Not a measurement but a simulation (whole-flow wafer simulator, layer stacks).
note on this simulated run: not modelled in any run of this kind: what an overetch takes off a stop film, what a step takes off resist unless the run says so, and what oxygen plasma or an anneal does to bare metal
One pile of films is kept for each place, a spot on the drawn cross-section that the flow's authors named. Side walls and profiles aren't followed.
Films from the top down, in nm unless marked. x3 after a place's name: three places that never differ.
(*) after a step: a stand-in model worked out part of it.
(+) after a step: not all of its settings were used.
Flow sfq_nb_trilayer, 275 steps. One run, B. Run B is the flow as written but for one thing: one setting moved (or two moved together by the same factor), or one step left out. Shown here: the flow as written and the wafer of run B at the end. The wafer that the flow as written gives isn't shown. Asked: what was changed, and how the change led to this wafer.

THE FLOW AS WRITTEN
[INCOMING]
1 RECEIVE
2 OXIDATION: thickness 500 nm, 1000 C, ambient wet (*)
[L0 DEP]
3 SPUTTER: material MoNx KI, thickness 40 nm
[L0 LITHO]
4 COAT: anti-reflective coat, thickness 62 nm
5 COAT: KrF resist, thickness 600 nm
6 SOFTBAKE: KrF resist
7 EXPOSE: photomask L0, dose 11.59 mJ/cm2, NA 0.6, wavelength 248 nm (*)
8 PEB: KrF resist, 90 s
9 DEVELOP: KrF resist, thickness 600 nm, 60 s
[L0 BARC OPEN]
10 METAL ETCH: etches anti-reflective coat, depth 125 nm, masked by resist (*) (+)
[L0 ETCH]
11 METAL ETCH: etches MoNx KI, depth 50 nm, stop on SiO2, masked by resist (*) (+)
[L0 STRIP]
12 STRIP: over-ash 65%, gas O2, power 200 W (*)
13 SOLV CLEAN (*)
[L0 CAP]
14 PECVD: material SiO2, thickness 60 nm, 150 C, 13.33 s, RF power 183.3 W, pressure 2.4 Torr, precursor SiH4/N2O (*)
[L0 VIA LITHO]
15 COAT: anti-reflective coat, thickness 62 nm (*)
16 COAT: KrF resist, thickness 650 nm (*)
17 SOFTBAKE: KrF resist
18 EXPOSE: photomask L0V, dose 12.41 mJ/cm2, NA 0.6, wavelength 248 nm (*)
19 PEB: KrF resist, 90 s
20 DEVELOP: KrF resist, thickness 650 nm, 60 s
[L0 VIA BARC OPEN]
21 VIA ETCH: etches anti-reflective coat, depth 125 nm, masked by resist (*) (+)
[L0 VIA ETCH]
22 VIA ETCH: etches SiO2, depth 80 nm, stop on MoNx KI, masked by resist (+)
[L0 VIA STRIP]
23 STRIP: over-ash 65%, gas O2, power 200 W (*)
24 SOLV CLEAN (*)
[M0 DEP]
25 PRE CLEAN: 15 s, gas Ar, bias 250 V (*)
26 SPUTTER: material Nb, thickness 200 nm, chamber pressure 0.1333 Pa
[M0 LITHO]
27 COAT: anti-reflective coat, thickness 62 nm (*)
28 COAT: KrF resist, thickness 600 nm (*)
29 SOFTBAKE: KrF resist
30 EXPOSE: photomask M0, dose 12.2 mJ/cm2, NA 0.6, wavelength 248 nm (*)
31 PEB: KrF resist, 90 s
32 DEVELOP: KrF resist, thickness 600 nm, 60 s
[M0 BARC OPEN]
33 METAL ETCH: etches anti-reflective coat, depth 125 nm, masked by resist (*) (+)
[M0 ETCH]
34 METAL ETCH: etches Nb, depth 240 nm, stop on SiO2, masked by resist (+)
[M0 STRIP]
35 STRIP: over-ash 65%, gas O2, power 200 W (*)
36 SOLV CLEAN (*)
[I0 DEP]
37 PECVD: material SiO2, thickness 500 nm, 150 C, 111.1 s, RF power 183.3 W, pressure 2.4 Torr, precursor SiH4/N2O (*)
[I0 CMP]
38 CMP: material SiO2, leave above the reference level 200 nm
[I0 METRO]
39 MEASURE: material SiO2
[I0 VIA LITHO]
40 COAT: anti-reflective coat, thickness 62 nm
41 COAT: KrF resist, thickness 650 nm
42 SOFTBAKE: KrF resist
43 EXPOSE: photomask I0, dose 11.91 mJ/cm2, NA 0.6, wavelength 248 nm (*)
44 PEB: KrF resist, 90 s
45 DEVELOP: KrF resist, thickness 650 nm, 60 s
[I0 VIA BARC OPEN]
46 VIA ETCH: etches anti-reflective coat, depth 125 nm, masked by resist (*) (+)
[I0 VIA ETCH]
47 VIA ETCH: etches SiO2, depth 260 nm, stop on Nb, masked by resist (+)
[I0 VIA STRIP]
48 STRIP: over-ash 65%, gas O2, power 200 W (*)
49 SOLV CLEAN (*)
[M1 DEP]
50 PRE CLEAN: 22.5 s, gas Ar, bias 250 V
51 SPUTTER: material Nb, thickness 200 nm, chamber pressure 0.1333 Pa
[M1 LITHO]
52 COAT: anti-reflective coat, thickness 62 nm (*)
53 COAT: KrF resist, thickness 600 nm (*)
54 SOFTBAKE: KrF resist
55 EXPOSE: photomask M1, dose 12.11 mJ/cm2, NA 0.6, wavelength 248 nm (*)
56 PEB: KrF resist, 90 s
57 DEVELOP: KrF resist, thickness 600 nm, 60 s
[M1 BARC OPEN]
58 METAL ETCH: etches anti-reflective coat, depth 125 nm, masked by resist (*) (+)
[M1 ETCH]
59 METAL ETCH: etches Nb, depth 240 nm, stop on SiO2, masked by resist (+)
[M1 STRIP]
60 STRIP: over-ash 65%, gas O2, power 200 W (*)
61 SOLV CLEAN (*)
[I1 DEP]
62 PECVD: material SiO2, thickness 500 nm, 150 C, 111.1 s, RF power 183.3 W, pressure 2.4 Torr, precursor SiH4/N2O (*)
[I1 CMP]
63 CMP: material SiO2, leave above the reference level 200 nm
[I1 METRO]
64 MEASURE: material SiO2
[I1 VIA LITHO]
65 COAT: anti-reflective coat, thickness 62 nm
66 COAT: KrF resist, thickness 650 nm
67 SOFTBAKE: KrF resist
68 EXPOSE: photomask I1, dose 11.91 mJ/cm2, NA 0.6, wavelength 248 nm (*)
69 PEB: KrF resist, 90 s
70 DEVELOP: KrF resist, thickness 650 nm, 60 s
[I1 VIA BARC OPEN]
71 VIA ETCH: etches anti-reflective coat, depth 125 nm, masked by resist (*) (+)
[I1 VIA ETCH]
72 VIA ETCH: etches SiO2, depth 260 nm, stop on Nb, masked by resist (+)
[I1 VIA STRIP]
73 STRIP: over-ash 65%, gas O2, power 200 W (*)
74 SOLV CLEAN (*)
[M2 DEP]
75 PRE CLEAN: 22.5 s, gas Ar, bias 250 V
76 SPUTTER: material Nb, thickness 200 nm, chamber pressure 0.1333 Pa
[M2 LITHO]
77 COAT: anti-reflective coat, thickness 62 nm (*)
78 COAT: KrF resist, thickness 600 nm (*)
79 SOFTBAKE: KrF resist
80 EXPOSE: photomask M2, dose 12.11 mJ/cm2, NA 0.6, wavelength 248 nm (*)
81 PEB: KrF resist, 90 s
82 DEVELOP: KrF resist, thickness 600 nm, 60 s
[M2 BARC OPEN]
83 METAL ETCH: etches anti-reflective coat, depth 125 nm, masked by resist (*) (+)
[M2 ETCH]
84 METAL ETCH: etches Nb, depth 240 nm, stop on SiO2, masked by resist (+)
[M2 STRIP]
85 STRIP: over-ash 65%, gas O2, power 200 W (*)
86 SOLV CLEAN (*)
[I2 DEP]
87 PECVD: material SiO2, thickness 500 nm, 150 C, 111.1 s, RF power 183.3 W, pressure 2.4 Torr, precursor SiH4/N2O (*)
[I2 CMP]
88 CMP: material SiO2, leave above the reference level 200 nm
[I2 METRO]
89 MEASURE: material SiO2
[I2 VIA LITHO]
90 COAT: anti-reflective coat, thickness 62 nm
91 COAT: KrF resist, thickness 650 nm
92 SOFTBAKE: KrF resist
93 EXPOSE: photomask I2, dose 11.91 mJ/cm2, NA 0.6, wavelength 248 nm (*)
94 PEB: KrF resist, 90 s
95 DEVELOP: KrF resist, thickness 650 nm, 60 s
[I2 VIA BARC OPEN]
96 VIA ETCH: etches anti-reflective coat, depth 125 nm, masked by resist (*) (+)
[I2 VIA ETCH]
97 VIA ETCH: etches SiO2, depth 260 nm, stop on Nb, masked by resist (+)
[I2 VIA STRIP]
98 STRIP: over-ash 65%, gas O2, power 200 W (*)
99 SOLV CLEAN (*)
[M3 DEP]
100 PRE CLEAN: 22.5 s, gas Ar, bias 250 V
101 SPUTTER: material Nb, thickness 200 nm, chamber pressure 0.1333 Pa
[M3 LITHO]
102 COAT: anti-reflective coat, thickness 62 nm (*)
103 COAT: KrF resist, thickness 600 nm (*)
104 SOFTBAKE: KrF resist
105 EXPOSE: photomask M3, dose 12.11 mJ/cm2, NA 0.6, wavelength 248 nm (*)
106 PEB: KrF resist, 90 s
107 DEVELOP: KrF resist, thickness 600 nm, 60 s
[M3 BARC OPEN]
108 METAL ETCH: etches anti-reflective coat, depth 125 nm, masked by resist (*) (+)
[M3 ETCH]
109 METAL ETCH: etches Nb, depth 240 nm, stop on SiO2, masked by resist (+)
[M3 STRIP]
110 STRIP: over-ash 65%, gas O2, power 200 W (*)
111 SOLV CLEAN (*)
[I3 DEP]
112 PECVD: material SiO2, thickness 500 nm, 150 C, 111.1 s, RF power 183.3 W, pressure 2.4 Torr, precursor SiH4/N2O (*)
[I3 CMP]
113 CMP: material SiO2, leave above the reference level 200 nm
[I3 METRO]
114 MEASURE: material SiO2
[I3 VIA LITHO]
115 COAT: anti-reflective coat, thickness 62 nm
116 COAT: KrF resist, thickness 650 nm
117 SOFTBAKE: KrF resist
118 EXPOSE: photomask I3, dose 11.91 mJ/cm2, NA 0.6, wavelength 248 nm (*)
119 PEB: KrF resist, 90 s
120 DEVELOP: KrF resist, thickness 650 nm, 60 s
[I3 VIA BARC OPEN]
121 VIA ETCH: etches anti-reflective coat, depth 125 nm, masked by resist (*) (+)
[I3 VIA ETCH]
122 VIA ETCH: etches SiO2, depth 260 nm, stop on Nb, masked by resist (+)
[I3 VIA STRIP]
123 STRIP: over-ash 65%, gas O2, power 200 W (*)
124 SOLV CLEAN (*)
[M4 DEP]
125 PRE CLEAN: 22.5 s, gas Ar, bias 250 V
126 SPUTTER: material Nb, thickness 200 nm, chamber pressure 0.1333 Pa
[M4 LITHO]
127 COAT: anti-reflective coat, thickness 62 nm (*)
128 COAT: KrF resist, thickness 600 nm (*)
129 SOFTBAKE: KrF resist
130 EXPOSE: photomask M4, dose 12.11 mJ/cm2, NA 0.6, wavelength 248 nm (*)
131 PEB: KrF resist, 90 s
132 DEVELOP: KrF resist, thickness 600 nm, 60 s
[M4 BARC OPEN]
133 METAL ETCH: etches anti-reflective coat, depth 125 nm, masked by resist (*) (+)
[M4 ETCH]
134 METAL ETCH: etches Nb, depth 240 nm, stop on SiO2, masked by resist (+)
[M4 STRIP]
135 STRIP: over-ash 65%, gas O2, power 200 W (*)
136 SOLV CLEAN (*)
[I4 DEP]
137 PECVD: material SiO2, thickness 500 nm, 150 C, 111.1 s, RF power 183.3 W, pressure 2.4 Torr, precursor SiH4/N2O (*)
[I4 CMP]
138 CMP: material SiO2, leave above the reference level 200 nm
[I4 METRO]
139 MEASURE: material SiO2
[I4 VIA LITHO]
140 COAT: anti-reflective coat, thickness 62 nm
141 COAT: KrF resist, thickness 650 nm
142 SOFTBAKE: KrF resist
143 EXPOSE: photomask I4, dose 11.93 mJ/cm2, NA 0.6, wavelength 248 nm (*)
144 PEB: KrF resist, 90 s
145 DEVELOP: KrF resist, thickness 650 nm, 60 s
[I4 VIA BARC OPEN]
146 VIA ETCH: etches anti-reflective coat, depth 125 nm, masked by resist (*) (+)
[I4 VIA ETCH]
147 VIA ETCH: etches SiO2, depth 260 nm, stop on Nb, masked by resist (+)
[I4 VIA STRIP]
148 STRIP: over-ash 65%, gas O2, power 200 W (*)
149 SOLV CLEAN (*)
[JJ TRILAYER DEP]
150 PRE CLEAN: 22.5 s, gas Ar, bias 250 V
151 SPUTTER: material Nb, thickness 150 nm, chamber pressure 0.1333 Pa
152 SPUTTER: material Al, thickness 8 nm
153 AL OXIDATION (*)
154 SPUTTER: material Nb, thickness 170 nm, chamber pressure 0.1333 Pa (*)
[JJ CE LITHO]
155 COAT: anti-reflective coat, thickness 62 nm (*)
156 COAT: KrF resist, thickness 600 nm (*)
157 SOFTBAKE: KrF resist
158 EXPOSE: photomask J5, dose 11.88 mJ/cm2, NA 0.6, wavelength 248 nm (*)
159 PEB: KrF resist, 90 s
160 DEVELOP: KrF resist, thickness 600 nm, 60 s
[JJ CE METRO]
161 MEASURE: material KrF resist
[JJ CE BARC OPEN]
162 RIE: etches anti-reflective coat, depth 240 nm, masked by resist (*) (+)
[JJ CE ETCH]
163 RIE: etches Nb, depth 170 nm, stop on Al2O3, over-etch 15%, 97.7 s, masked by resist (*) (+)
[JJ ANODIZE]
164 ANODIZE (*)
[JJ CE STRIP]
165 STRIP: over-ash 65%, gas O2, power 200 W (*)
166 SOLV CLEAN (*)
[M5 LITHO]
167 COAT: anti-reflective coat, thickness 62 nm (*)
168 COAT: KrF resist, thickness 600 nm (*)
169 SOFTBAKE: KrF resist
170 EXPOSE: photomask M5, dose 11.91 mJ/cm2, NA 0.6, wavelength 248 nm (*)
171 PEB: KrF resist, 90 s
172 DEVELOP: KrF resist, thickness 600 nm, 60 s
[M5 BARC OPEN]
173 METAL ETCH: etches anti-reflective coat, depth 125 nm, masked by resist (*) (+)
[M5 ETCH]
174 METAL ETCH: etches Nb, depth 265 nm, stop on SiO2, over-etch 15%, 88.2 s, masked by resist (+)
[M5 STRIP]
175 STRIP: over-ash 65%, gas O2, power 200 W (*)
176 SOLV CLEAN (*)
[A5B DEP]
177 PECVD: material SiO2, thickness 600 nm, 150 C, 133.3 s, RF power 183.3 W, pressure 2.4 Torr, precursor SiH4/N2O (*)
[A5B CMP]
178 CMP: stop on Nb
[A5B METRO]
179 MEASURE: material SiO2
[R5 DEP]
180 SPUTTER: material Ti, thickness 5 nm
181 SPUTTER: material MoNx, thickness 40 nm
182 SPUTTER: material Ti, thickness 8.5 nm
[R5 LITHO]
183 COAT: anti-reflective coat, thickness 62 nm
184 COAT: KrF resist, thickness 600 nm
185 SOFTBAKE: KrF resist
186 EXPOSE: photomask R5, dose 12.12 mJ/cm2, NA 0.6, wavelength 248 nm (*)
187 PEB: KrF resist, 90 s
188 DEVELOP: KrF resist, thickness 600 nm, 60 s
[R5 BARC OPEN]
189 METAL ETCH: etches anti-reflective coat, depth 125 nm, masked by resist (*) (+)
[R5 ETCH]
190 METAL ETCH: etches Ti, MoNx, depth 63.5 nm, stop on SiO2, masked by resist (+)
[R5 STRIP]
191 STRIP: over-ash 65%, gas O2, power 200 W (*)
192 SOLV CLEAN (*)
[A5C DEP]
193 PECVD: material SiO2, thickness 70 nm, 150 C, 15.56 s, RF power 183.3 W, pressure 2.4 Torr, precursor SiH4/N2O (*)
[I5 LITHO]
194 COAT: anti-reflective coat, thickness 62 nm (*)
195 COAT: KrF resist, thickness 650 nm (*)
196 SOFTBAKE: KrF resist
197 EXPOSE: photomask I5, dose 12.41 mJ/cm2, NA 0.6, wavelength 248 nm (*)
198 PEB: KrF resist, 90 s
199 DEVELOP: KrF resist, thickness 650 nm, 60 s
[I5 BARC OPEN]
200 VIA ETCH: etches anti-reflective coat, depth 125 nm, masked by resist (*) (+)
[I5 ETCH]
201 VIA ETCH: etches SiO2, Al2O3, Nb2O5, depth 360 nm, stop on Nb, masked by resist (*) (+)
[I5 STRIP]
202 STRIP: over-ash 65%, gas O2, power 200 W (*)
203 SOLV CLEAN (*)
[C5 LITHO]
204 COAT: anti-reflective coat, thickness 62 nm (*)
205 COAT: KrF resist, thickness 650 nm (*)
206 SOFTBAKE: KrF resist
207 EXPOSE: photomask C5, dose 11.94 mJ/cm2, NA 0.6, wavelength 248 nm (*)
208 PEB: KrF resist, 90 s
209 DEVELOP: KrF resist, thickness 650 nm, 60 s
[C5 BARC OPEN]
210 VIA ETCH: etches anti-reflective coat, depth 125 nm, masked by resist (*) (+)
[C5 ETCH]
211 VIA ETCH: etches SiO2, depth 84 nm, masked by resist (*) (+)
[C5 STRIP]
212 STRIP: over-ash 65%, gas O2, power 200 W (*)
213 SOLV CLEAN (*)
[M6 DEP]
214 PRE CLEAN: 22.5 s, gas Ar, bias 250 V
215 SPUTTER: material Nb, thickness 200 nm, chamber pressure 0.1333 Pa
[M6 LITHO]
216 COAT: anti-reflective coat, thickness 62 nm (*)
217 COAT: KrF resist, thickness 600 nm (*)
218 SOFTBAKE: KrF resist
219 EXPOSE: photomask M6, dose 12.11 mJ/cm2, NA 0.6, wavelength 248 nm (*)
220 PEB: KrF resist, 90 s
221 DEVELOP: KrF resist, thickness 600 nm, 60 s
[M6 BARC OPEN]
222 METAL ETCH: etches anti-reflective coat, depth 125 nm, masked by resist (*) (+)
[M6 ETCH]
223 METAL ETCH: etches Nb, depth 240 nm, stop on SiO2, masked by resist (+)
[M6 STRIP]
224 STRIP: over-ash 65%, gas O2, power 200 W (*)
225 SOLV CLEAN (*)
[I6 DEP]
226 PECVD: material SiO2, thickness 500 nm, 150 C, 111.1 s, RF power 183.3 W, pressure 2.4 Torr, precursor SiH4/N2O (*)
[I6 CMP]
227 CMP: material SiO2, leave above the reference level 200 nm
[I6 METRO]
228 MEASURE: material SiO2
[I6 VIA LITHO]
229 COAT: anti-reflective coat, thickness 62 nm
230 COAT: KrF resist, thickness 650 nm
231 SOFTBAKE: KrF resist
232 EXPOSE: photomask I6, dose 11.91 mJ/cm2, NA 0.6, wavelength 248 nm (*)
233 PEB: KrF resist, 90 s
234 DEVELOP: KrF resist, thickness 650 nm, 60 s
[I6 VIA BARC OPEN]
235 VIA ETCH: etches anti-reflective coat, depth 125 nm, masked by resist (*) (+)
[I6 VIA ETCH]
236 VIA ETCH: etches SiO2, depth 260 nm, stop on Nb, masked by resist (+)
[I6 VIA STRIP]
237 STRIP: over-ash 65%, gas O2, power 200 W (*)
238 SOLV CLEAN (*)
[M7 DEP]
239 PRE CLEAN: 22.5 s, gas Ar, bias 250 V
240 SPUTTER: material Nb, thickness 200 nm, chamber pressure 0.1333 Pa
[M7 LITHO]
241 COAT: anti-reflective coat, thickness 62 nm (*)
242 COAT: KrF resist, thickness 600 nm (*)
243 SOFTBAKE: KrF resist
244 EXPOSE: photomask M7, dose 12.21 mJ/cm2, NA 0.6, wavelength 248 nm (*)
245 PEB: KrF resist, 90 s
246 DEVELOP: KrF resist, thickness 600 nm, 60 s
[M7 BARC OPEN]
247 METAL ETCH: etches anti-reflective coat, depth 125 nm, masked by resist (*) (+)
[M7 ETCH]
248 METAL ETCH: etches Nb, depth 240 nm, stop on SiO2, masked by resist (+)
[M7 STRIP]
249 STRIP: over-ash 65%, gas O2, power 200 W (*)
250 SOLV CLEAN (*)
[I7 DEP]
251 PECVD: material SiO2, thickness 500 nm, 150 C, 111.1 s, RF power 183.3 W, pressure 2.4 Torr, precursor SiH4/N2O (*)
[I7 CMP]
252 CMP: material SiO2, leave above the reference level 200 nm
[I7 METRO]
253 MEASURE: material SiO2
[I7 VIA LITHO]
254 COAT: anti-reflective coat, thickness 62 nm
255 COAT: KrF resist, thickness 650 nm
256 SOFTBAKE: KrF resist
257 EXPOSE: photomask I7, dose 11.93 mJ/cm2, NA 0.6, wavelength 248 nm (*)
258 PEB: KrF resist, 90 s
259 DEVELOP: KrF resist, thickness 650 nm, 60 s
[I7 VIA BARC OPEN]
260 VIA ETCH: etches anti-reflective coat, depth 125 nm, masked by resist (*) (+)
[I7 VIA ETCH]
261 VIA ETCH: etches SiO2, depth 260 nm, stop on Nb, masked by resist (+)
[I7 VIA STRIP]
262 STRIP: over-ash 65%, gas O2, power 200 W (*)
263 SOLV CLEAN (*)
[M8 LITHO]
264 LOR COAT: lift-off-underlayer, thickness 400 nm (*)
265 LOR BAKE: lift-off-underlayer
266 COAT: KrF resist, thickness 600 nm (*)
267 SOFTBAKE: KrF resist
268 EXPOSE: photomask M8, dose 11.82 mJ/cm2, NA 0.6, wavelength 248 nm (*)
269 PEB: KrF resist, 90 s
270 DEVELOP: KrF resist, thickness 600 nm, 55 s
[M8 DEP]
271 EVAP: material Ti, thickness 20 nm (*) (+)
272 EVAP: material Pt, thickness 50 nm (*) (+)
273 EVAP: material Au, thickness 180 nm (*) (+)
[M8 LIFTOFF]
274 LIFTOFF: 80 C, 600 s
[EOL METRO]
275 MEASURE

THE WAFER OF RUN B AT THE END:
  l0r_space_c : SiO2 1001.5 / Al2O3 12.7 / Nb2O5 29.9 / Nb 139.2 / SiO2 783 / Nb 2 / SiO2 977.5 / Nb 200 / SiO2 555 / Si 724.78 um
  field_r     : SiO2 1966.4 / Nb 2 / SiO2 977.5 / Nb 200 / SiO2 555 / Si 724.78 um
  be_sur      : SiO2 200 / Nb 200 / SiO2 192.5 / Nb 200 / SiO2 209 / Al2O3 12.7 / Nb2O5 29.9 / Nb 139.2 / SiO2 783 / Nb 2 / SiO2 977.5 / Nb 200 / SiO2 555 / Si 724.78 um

The cause: step 109, METAL ETCH: depth 198 nm was run, where the flow has depth 240 nm.

How the change led to this, step by step:
  109 METAL ETCH: etches Nb, depth 240 nm, stop on SiO2, masked by resist (+)
      field_l, be, be_sur and 72 more: Nb -198 (as written it would be: Nb -200 (all of it))
      v_sur, via_wl, via_w and 28 more: KrF resist -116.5 (as written it would be: KrF resist -141.2)
  110 STRIP: over-ash 65%, gas O2, power 200 W (*)
      p4_w1, p4_w2, p4_w3 and 21 more: KrF resist -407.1 (all of it), anti-reflective coat -62 (all of it) (as written it would be: KrF resist -382.4 (all of it), anti-reflective coat -62 (all of it))
      via_wl, via_wr: KrF resist -408.9 (all of it), anti-reflective coat -34.2 (all of it) (as written it would be: KrF resist -384.2 (all of it), anti-reflective coat -34.2 (all of it))
      (and at 5 more places)
  112 PECVD: material SiO2, thickness 500 nm, 150 C, 111.1 s, RF power 183.3 W, pressure 2.4 Torr, precursor SiH4/N2O (*)
      field_l, be, be_sur and 64 more: SiO2 +500 (new film) (as written it would be: SiO2 +500)
      p4_g1, p4_g2, p3_s0, p3_s1, p3_s2, p3_s3, p3_s4, p3_s5: SiO2 +555.1 (new film) (as written it would be: SiO2 +557.1)
Counting metal films that touch as one body, l0r_space_c has 3 bodies (between them, from the top down: SiO2 783; SiO2 977.5); the flow as written gives 2 bodies (between them, from the top down: SiO2 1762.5).
Counting metal films that touch as one body, field_r has 2 bodies (between them, from the top down: SiO2 977.5); the flow as written gives 1 body.
Counting metal films that touch as one body, be_sur has 5 bodies (between them, from the top down: SiO2 192.5; SiO2 209 / Al2O3 12.7 / Nb2O5 29.9; SiO2 783; SiO2 977.5); the flow as written gives 4 bodies (between them, from the top down: SiO2 192.5; SiO2 209 / Al2O3 12.7 / Nb2O5 29.9; SiO2 1762.5).
